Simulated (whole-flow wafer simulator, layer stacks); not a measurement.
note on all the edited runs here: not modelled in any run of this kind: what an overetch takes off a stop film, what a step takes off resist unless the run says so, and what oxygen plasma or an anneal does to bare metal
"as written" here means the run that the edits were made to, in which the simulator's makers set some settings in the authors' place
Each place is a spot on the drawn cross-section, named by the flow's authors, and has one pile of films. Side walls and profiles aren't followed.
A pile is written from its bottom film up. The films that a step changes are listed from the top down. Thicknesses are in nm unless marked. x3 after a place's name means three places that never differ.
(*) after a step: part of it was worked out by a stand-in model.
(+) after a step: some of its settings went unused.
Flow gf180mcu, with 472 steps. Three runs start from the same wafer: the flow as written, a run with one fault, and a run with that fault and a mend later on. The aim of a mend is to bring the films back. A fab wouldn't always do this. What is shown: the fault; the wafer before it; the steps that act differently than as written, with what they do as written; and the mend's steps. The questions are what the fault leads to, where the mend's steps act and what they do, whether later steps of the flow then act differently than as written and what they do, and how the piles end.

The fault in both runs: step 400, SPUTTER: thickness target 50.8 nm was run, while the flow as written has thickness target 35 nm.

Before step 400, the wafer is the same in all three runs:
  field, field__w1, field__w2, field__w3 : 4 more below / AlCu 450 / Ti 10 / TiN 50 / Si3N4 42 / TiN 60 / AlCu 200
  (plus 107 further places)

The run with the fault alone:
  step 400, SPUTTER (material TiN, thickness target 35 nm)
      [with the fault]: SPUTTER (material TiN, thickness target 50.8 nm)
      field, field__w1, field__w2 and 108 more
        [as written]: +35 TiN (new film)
        [with the fault]: +50.8 TiN (new film)
  Steps further on in the flow that do not act as written (7 more steps, not shown, differ only slightly: by at most 2% or 0.5 nm, whichever is larger):
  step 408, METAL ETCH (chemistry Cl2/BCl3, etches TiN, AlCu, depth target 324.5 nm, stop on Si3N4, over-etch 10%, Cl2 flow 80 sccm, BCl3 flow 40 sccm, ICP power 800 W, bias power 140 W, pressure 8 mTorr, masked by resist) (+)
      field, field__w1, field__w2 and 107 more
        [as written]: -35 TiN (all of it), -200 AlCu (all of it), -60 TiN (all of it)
        [with the fault]: -50.8 TiN (all of it), -200 AlCu (all of it), -60 TiN (all of it)
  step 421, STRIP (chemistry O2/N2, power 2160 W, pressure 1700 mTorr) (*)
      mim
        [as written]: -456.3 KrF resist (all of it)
        [with the fault]: -444.5 KrF resist (all of it)
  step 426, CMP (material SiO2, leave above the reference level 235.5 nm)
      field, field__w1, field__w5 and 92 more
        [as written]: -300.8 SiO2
        [with the fault]: -285 SiO2
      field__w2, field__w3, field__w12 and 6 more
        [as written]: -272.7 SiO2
        [with the fault]: -256.9 SiO2
  At mim, the piles at the end differ from the flow's by more than 2% or 0.5 nm, whichever is larger.
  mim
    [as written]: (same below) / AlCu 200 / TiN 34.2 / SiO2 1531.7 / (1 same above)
    [with the fault]: (same below) / AlCu 200 / TiN 50 / SiO2 1531.7 / (1 same above)

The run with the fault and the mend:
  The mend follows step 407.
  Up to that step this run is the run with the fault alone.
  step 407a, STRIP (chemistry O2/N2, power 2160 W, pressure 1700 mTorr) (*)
      mim
        -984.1 resist (all of it)
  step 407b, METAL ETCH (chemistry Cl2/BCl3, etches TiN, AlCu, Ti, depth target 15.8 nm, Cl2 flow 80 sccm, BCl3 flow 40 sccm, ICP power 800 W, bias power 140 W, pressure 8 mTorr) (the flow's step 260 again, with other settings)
      field, field__w1, field__w2 and 108 more
        -15.8 TiN
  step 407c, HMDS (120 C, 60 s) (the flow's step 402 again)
      leaves every film unchanged at each place that is followed
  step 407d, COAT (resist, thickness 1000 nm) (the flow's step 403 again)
      field, field__w1, field__w2 and 108 more
        +1000 resist (new film)
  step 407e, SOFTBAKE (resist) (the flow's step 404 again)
      leaves every film unchanged at each place that is followed
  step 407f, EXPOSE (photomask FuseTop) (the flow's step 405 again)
      leaves every film unchanged at each place that is followed
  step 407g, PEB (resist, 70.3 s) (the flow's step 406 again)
      field, field__w1, field__w2 and 108 more
        -15.9 resist
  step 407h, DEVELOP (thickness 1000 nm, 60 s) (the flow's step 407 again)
      field, field__w1, field__w2 and 107 more
        -984.1 resist (all of it)
  None of the later steps of the flow acts differently than as written at any place that is followed.
  By the end, the piles equal the flow's at every place that both follow.
